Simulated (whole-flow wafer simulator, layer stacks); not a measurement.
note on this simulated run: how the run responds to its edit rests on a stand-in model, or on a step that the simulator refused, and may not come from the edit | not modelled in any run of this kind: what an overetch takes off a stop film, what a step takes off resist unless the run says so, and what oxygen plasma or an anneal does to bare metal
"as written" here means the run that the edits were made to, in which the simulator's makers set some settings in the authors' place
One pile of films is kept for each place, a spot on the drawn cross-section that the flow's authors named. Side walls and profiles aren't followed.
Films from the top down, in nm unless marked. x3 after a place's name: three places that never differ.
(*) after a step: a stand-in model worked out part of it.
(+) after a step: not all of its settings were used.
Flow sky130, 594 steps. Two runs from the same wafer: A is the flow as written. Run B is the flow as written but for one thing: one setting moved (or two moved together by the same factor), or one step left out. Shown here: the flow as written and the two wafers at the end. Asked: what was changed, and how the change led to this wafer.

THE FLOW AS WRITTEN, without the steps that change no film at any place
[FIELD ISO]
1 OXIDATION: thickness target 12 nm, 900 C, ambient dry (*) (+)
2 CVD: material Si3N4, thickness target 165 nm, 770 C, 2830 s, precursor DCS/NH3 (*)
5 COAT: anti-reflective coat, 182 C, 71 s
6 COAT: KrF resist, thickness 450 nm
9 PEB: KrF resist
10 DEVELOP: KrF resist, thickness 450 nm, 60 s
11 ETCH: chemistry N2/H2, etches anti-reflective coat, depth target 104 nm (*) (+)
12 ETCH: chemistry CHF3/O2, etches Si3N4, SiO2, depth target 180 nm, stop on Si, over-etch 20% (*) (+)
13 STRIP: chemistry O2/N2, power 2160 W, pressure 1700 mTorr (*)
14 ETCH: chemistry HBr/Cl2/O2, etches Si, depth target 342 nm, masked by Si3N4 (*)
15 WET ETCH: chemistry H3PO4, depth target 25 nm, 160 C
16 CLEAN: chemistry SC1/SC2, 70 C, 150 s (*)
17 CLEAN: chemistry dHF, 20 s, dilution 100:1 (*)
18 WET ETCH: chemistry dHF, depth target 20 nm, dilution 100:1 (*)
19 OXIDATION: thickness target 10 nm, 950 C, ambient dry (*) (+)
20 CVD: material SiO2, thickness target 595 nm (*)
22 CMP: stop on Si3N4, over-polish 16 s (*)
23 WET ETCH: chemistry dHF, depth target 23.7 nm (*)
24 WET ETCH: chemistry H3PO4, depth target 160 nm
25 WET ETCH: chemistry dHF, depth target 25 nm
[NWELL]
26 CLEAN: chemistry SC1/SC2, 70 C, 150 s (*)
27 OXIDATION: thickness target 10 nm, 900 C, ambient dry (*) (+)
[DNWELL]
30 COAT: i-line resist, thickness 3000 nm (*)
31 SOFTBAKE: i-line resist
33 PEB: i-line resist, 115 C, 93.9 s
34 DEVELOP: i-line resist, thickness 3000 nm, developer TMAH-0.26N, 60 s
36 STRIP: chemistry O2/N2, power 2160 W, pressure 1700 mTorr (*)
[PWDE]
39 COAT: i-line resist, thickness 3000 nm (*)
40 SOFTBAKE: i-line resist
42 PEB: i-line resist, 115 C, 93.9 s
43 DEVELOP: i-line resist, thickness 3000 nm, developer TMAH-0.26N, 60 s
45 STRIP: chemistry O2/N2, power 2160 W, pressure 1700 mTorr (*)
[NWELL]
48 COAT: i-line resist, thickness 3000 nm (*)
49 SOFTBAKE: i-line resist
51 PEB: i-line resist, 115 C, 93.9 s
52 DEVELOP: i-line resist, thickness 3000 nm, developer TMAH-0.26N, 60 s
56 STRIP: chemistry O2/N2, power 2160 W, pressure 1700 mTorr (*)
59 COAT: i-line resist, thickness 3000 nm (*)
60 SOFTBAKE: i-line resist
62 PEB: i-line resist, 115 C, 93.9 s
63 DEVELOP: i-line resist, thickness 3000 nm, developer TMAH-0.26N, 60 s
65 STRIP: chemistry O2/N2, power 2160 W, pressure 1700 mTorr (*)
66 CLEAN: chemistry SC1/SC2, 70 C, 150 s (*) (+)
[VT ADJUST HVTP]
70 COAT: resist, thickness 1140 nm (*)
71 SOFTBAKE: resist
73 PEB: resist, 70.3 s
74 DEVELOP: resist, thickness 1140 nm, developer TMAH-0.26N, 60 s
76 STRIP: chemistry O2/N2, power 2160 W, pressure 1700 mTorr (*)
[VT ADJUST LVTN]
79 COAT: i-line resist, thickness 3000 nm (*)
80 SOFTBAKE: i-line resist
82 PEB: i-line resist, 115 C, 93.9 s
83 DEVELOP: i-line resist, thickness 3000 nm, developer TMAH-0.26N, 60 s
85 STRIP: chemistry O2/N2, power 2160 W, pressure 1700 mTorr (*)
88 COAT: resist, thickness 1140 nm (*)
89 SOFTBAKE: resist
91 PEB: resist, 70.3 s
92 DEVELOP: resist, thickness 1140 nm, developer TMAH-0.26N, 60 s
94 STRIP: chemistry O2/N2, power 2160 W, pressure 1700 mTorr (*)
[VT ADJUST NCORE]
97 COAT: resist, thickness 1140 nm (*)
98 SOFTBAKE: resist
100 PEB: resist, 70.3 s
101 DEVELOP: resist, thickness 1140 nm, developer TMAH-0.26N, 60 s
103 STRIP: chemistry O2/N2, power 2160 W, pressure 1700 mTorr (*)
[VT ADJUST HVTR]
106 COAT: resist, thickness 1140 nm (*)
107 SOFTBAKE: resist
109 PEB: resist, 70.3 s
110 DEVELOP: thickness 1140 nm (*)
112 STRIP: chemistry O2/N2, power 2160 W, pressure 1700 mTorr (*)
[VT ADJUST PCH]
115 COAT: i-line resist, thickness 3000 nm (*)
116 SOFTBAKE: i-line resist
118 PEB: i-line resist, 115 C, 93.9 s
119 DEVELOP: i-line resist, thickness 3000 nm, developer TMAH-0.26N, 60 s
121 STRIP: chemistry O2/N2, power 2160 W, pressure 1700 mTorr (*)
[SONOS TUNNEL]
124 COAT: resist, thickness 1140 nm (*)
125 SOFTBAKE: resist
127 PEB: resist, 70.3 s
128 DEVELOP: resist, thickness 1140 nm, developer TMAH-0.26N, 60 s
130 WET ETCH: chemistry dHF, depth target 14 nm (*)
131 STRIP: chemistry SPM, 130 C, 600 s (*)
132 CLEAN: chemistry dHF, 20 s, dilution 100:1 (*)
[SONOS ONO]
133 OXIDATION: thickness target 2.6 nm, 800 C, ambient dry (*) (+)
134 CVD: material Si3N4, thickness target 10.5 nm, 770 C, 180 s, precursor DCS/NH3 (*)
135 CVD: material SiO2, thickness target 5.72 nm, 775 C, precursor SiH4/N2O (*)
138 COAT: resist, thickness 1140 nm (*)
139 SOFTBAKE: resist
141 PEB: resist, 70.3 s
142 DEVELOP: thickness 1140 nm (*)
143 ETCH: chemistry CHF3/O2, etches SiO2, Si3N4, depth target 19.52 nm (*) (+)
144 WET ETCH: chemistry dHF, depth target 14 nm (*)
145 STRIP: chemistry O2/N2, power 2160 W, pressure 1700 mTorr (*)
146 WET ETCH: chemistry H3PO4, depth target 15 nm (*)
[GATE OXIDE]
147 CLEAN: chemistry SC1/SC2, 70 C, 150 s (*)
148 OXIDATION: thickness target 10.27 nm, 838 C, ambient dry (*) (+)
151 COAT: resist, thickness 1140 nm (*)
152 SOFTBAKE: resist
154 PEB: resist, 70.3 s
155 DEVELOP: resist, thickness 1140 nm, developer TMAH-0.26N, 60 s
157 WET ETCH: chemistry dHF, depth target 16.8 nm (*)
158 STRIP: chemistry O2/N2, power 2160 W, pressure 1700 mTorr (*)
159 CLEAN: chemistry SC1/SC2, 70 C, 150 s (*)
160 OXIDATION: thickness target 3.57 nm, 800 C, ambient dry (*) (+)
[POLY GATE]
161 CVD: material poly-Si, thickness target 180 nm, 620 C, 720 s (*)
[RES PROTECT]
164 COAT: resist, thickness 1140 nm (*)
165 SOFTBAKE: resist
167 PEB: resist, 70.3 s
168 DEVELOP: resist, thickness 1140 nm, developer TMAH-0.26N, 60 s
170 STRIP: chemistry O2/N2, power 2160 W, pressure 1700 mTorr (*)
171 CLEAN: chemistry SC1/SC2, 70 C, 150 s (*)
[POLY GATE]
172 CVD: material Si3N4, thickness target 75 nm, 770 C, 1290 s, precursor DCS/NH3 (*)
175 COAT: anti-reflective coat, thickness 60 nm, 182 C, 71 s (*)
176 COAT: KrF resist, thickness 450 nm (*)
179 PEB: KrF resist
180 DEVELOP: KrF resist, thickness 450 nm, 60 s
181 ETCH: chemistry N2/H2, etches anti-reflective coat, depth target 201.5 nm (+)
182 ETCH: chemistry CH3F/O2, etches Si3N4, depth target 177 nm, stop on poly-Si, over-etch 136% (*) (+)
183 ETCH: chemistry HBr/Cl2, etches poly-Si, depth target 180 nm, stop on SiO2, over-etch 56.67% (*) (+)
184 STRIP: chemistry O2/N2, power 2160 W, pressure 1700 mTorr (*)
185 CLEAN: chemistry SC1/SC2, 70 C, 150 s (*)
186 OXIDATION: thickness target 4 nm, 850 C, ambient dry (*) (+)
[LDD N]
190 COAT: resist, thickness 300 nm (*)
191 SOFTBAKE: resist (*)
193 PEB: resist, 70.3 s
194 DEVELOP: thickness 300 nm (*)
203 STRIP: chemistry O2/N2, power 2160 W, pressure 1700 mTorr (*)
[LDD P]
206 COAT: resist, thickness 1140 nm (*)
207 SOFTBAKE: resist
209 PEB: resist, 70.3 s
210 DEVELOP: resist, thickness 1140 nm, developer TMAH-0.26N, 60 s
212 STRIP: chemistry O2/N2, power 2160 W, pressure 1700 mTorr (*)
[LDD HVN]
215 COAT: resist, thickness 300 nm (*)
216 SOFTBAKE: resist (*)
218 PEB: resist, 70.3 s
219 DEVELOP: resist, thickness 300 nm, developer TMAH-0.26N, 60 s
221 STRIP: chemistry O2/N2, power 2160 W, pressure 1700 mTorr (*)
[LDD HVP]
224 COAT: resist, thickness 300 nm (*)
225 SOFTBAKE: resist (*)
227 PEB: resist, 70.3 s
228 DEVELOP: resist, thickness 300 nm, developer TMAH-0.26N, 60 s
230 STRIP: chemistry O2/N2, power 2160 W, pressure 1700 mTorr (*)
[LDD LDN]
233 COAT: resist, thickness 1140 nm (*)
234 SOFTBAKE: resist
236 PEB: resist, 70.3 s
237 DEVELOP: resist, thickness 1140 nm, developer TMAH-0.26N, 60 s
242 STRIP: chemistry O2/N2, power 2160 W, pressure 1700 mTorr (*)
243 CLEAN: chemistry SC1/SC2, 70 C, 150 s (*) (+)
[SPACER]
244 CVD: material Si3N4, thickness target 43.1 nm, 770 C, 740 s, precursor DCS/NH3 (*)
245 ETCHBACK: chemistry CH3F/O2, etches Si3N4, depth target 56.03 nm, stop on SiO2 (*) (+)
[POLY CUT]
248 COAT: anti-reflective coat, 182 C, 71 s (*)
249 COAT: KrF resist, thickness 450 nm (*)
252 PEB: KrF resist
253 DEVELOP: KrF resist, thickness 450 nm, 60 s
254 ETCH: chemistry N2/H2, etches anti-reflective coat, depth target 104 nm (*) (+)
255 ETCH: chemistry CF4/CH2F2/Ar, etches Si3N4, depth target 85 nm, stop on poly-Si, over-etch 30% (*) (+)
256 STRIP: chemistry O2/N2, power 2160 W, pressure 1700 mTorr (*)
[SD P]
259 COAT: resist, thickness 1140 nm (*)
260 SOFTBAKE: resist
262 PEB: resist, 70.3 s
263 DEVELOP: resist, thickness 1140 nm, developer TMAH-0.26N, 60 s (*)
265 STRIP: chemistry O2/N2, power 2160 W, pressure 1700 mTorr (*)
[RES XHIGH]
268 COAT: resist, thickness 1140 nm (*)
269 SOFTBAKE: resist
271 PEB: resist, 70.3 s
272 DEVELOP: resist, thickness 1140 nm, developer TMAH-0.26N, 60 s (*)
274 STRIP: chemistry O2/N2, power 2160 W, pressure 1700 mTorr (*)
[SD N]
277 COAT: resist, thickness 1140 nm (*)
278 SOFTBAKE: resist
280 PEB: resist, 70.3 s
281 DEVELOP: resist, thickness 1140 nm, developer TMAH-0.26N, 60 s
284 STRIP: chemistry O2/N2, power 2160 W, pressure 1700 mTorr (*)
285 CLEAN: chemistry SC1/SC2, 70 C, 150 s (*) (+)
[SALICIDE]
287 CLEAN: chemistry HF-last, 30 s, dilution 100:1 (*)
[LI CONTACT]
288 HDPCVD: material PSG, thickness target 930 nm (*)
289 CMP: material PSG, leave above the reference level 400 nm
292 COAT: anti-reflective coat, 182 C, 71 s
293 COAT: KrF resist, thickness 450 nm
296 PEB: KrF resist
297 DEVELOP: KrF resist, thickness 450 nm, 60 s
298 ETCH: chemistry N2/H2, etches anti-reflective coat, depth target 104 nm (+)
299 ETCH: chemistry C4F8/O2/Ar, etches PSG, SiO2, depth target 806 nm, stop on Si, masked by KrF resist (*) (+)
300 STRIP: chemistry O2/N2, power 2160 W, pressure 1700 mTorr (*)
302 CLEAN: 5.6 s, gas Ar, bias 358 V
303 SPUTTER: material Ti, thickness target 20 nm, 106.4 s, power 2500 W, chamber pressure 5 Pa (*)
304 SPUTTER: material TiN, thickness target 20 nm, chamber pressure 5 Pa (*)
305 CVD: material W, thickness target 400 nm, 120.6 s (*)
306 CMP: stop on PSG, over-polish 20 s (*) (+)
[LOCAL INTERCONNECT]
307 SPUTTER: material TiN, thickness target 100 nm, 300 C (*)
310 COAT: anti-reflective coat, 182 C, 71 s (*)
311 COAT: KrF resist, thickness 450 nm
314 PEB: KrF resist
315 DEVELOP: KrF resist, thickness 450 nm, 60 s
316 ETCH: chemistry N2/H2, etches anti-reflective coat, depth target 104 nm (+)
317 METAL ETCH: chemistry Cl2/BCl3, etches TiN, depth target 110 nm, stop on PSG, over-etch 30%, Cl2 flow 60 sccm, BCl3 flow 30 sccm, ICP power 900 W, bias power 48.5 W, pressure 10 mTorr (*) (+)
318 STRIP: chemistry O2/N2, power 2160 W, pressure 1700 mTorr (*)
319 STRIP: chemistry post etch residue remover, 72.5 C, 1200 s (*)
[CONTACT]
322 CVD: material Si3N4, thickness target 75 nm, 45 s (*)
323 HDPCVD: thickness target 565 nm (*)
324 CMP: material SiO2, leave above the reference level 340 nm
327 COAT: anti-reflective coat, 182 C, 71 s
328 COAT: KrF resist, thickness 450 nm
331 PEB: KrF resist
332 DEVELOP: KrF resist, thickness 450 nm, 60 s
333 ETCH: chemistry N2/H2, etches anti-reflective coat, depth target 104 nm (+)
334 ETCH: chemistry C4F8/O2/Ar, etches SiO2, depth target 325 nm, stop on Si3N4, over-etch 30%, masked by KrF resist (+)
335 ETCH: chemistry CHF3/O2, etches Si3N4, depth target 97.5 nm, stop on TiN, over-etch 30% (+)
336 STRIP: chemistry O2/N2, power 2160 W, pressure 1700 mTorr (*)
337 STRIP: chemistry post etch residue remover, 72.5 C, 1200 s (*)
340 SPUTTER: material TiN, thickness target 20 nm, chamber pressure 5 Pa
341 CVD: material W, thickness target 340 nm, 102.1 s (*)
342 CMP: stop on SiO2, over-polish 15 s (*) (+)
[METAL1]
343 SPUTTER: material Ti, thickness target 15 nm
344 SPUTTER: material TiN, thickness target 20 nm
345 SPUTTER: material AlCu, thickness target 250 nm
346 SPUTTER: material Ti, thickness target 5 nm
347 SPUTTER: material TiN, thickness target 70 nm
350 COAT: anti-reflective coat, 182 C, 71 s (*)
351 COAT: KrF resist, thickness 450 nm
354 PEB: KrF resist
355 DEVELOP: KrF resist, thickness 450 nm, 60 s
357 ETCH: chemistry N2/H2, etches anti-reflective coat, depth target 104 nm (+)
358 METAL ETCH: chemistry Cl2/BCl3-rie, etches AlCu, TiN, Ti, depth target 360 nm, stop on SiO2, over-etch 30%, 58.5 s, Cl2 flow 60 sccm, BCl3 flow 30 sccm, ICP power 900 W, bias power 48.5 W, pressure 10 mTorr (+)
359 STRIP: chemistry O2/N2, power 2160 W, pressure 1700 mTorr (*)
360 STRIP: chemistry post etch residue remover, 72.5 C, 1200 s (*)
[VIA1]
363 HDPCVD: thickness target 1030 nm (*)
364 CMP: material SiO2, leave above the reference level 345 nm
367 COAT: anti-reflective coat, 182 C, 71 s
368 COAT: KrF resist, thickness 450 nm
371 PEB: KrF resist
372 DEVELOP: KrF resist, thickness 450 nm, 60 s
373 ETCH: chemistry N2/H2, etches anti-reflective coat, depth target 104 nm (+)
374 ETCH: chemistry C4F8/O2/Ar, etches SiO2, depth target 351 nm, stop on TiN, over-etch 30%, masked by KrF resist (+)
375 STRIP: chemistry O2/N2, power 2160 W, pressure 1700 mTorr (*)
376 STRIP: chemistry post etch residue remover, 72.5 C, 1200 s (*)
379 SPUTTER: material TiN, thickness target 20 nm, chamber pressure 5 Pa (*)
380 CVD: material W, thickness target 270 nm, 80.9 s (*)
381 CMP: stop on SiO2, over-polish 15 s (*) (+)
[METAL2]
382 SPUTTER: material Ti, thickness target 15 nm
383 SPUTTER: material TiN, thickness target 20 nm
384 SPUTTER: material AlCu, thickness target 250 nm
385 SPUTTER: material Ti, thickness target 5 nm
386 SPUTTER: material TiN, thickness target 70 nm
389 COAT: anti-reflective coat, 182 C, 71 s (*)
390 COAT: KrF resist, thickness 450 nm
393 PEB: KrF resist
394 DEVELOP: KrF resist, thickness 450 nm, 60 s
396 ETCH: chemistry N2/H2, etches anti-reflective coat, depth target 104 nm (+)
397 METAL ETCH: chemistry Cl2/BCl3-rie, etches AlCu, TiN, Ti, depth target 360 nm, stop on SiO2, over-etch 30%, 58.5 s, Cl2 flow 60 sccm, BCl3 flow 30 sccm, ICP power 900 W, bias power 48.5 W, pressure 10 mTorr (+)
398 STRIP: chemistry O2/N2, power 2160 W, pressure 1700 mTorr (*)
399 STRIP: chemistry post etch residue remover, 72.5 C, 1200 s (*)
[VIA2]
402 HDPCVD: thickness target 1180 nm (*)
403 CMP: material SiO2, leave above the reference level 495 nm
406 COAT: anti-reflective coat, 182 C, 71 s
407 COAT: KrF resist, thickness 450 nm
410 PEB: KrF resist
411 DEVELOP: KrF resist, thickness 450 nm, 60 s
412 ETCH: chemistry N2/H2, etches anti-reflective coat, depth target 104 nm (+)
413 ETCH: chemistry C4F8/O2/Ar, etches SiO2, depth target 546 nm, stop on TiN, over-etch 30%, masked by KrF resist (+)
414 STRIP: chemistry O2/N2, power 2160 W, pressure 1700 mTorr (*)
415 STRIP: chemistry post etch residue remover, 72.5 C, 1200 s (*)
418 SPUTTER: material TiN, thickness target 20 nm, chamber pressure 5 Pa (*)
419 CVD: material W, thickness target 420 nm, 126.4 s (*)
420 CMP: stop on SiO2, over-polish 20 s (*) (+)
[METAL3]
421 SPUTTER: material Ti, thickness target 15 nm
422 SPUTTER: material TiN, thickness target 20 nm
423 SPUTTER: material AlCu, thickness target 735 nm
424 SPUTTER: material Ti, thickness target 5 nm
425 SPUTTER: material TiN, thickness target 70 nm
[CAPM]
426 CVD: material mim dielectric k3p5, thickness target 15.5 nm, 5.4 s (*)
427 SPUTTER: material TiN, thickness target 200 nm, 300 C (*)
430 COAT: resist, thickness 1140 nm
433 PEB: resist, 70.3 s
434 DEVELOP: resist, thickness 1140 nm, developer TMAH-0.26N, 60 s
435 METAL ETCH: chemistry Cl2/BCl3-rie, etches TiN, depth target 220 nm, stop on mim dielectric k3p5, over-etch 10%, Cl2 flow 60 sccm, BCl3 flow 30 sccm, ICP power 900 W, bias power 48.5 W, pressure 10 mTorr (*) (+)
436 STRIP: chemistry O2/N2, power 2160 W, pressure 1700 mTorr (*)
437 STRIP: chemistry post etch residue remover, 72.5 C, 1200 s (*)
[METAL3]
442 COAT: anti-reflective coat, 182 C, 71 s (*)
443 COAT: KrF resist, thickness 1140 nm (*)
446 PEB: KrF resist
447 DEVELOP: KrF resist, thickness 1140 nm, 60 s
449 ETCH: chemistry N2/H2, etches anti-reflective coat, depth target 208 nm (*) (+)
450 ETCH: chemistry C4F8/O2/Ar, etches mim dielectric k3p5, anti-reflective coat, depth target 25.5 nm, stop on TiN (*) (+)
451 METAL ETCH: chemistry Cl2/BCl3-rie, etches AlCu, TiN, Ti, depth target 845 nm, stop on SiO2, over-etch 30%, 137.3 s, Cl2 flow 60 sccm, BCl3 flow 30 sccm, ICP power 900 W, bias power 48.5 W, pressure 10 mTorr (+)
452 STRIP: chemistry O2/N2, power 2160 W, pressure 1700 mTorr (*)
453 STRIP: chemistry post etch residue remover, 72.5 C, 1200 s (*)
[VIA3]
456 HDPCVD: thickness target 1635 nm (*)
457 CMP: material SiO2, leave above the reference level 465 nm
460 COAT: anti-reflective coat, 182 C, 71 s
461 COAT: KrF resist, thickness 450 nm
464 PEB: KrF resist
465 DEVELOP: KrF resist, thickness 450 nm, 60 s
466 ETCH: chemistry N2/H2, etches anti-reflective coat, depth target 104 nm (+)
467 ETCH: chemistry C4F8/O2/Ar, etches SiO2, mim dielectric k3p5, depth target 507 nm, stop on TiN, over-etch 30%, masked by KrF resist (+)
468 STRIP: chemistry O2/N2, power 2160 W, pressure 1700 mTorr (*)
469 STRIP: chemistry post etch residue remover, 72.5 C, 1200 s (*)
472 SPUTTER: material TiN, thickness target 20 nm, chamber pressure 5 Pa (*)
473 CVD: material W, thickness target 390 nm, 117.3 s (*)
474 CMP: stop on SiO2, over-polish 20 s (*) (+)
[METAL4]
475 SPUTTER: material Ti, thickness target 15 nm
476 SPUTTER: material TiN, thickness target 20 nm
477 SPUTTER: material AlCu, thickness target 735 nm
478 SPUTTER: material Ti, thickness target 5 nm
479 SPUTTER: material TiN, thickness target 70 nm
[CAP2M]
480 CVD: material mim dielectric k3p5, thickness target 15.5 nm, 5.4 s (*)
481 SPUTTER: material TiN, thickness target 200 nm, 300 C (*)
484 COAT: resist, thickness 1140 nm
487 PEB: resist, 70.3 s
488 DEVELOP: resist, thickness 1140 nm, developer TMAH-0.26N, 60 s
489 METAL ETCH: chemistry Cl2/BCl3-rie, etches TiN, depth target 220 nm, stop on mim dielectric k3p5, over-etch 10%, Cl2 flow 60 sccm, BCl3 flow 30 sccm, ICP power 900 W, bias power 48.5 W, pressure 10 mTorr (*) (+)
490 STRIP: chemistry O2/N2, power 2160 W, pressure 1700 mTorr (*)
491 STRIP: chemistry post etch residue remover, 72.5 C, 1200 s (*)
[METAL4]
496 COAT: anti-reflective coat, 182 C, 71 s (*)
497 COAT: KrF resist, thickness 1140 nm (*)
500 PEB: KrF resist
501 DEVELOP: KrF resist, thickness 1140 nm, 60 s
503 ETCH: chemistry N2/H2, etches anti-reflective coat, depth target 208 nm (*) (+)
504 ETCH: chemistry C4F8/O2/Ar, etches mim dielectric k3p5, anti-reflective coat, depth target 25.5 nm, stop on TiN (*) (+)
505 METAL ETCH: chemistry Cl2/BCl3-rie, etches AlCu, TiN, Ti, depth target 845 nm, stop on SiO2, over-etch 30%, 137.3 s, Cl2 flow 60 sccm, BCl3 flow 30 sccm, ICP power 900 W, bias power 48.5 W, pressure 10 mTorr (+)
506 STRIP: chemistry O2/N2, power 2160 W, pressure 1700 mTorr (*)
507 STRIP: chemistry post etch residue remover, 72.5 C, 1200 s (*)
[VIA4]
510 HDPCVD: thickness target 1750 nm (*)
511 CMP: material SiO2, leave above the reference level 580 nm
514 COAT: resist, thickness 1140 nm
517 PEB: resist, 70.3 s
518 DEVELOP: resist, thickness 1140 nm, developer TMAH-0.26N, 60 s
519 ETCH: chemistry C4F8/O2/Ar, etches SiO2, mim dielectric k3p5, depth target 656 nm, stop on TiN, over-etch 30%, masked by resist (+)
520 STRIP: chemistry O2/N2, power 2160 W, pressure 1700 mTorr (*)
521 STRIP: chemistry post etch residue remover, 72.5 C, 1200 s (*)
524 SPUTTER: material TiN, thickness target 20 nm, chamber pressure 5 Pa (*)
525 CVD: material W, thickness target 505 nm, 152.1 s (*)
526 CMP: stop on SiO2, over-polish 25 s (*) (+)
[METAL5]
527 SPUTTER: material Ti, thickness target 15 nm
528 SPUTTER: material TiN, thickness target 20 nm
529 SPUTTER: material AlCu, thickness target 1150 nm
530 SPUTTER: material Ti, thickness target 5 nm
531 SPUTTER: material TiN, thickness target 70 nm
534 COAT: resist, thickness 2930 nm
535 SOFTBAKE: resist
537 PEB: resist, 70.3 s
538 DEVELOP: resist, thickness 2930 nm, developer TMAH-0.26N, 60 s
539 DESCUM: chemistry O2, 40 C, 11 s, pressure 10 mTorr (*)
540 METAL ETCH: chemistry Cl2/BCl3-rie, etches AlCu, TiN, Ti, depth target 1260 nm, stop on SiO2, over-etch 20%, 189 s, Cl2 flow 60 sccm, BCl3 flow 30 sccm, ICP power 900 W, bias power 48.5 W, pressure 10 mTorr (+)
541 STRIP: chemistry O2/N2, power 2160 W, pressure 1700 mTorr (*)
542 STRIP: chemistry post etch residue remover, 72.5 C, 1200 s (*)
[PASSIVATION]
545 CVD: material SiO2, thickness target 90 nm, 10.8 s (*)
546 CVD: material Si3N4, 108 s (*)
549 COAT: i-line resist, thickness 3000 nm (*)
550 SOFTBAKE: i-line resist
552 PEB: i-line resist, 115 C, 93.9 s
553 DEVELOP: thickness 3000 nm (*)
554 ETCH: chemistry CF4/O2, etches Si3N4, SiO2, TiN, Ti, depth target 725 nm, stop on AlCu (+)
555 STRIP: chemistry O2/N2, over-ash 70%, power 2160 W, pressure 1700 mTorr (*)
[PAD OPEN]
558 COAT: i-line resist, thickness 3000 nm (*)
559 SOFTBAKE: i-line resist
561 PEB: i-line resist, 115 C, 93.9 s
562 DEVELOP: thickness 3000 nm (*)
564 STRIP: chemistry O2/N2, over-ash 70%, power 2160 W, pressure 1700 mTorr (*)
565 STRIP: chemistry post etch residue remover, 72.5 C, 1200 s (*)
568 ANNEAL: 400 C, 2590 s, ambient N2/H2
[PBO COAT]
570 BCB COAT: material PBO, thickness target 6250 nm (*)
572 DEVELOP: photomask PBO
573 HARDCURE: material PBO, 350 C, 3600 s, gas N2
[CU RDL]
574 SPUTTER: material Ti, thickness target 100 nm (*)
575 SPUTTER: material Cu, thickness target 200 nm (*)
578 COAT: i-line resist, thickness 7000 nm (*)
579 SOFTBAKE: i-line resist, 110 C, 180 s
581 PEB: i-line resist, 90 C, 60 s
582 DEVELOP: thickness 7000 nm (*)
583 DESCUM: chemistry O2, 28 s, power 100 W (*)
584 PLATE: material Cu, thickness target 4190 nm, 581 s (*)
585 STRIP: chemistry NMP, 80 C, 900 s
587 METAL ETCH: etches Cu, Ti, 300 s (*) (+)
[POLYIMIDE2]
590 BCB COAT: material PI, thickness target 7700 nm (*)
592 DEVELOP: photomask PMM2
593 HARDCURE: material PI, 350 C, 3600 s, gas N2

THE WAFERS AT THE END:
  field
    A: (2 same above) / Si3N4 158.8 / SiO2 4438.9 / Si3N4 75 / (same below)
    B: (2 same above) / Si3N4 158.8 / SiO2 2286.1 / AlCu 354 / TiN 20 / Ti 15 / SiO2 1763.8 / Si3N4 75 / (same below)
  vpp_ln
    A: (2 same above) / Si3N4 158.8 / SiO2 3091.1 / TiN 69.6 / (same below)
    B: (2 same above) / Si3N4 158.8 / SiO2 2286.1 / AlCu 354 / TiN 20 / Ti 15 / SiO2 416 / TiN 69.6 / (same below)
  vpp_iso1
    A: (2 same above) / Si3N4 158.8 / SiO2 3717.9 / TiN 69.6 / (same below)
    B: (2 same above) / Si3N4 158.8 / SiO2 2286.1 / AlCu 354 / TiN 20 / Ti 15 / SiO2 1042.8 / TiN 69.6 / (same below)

The cause: step 451, METAL ETCH: depth target 346.4 nm was run, where the flow has depth target 845 nm; step 451, METAL ETCH: 56.3 s was run, where the flow has 137.3 s.

How the change led to this, step by step:
  451 METAL ETCH: chemistry Cl2/BCl3-rie, etches AlCu, TiN, Ti, depth target 845 nm, stop on SiO2, over-etch 30%, 137.3 s, Cl2 flow 60 sccm, BCl3 flow 30 sccm, ICP power 900 W, bias power 48.5 W, pressure 10 mTorr (+)
      field, gate, spacer and 68 more: A TiN -70 (all of it), Ti -5 (all of it), AlCu -735 (all of it), TiN -20 (all of it), Ti -15 (all of it), SiO2 -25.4 | B TiN -70 (all of it), Ti -5 (all of it), AlCu -375.3
      active, vpp_ln, vpp_iso2 and 11 more: A TiN -70 (all of it), Ti -5 (all of it), AlCu -735 (all of it), TiN -20 (all of it), Ti -15 (all of it), SiO2 -25.3 | B TiN -70 (all of it), Ti -5 (all of it), AlCu -375.3
      (and at 107 more places)
  452 STRIP: chemistry O2/N2, power 2160 W, pressure 1700 mTorr (*)
      n_well, p_well, gate_hv and 82 more: A KrF resist -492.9 (all of it), anti-reflective coat -80 (all of it) | B KrF resist -817 (all of it), anti-reflective coat -80 (all of it)
      m1, via2_hole: A KrF resist -493 (all of it), anti-reflective coat -80.5 (all of it) | B KrF resist -817.1 (all of it), anti-reflective coat -80.5 (all of it)
      (and at 20 more places)
  453 STRIP: chemistry post etch residue remover, 72.5 C, 1200 s (*)
      field, active, gate and 82 more: A nothing | B AlCu -5.72
  456 HDPCVD: thickness target 1635 nm (*)
      field, active, gate and 82 more: A SiO2 +1635 | B SiO2 +1635 (new film)
  457 CMP: material SiO2, leave above the reference level 465 nm
      field, active, gate and 82 more: A SiO2 -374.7 | B SiO2 -789
Counting metal films that touch as one body, field has 1 body; the flow as written gives 0 bodies.
Counting metal films that touch as one body, vpp_ln has 3 bodies (between them, from the top down: SiO2 416; SiO2 267.2); the flow as written gives 2 bodies (between them, from the top down: SiO2 267.2).
Counting metal films that touch as one body, vpp_iso1 has 2 bodies (between them, from the top down: SiO2 1042.8); the flow as written gives 1 body.
